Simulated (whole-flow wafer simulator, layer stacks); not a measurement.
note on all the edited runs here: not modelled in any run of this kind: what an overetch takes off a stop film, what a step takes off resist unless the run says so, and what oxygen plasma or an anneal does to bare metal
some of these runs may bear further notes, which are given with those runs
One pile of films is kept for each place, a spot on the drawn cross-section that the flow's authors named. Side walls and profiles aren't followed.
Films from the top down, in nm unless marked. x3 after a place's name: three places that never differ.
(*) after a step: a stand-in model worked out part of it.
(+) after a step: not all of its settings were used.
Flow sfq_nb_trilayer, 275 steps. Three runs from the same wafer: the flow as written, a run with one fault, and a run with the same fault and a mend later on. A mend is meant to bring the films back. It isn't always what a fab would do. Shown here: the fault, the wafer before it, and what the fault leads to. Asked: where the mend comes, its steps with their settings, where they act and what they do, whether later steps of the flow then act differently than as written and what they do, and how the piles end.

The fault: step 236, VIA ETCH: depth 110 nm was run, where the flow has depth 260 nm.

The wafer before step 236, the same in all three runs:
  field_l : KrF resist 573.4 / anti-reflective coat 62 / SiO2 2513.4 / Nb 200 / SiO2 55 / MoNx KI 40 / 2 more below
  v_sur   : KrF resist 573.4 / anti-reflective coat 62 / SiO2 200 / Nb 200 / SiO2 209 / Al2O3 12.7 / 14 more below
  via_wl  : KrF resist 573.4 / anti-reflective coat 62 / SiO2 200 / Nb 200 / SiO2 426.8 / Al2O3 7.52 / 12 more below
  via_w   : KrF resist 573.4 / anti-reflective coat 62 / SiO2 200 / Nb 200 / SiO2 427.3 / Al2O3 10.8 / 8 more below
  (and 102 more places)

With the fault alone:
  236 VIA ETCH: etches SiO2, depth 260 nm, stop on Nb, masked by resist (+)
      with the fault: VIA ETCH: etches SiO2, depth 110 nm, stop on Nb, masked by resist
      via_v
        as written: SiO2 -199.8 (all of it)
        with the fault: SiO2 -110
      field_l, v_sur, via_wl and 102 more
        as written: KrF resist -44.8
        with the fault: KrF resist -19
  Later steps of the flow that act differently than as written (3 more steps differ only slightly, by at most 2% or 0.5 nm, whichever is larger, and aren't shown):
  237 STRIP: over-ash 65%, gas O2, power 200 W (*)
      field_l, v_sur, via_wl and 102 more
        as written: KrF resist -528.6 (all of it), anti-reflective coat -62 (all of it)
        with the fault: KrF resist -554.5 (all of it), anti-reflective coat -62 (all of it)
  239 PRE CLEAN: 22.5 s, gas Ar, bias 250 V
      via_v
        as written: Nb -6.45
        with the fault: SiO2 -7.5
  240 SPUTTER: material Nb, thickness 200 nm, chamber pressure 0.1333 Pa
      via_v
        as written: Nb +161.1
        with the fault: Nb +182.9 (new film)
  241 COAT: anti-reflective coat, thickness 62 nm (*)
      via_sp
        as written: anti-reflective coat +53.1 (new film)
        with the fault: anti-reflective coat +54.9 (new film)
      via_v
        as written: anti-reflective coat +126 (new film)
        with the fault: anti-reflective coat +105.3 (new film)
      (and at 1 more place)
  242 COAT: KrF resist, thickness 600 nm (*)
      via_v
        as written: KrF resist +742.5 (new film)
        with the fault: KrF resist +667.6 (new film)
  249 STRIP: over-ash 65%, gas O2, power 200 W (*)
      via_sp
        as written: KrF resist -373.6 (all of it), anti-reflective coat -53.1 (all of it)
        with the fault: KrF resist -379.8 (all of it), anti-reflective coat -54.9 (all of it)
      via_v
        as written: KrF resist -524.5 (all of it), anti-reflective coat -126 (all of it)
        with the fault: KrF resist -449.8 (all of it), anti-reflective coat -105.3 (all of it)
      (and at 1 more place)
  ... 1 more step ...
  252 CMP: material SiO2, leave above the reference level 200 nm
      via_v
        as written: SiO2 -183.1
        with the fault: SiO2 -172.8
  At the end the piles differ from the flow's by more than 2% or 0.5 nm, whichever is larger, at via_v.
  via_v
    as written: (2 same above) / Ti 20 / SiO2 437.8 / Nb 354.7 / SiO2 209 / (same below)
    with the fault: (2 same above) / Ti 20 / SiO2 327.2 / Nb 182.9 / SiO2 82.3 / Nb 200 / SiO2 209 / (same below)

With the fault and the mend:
  The mend comes after step 236.
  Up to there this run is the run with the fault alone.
  236a VIA ETCH: etches SiO2, depth 150 nm, stop on Nb, masked by resist (+) (the flow's step 236 once more, with other settings)
      field_l, v_sur, via_wl and 102 more
        KrF resist -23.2
      via_v
        SiO2 -89.8 (all of it)
  No later step of the flow acts differently than as written, at any place that is followed, by more than 2% or 0.5 nm, whichever is larger.
  At the end the piles are the same as the flow's at every place that both follow.
